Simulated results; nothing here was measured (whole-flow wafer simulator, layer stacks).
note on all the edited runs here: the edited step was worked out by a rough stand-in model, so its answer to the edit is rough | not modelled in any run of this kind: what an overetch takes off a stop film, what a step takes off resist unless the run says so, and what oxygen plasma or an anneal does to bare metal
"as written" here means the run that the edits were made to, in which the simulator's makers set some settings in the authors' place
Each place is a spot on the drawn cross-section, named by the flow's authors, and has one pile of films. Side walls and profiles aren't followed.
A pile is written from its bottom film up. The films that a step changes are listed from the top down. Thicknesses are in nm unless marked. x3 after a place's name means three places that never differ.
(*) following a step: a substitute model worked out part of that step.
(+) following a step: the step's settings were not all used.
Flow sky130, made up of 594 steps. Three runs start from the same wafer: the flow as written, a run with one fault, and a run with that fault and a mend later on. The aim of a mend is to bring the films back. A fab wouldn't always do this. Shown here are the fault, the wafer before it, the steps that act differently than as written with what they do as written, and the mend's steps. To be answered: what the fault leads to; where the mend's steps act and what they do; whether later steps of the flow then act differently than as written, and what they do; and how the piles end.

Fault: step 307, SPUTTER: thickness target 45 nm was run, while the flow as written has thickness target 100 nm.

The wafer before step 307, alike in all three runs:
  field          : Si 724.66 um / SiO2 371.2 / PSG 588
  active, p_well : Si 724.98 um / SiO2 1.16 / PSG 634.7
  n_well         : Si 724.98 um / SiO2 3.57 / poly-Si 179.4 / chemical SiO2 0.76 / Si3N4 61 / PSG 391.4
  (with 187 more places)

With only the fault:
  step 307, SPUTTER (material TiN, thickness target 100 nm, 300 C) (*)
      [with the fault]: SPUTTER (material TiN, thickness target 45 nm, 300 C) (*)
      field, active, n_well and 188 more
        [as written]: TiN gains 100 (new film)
        [with the fault]: TiN gains 45 (new film)
  Steps further on in the flow that do not act as written (not shown: 1 more step that differs only slightly, by at most 2% or 0.5 nm, whichever is larger):
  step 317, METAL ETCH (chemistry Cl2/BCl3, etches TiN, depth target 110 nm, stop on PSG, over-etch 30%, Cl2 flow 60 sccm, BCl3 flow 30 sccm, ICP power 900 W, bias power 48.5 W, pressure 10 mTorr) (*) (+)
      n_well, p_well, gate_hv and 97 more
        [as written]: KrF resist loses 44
        [with the fault]: KrF resist loses 22.7
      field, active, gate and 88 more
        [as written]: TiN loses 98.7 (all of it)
        [with the fault]: TiN loses 43.7 (all of it)
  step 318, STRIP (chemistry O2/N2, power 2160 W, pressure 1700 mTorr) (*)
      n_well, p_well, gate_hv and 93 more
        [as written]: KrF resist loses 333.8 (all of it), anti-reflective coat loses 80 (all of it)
        [with the fault]: KrF resist loses 355.1 (all of it), anti-reflective coat loses 80 (all of it)
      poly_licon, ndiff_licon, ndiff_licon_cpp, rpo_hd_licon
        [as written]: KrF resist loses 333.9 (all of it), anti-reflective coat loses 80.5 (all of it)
        [with the fault]: KrF resist loses 355.2 (all of it), anti-reflective coat loses 80.5 (all of it)
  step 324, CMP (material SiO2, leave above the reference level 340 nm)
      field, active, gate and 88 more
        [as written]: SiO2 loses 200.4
        [with the fault]: SiO2 loses 255.4
  At n_well, p_well, gate_hv and 118 more, the piles at the end differ from the flow's by more than 2% or 0.5 nm, whichever is larger.
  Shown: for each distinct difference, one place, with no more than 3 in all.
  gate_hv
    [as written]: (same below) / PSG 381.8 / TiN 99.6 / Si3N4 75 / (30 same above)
    [with the fault]: (same below) / PSG 381.8 / TiN 44.6 / Si3N4 75 / (30 same above)
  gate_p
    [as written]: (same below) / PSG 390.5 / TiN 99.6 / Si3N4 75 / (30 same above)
    [with the fault]: (same below) / PSG 390.5 / TiN 44.6 / Si3N4 75 / (30 same above)
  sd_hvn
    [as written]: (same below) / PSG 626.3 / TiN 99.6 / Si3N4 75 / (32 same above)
    [with the fault]: (same below) / PSG 626.3 / TiN 44.6 / Si3N4 75 / (32 same above)

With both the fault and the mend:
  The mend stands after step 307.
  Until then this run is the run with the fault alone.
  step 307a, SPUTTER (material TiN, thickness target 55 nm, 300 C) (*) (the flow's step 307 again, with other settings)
      field, active, n_well and 188 more
        TiN gains 55
  None of the later steps of the flow differs from how it acts as written, at any place that is followed, by more than 2% or 0.5 nm, whichever is larger.
  At every place that both follow, the piles at the end match the flow's.
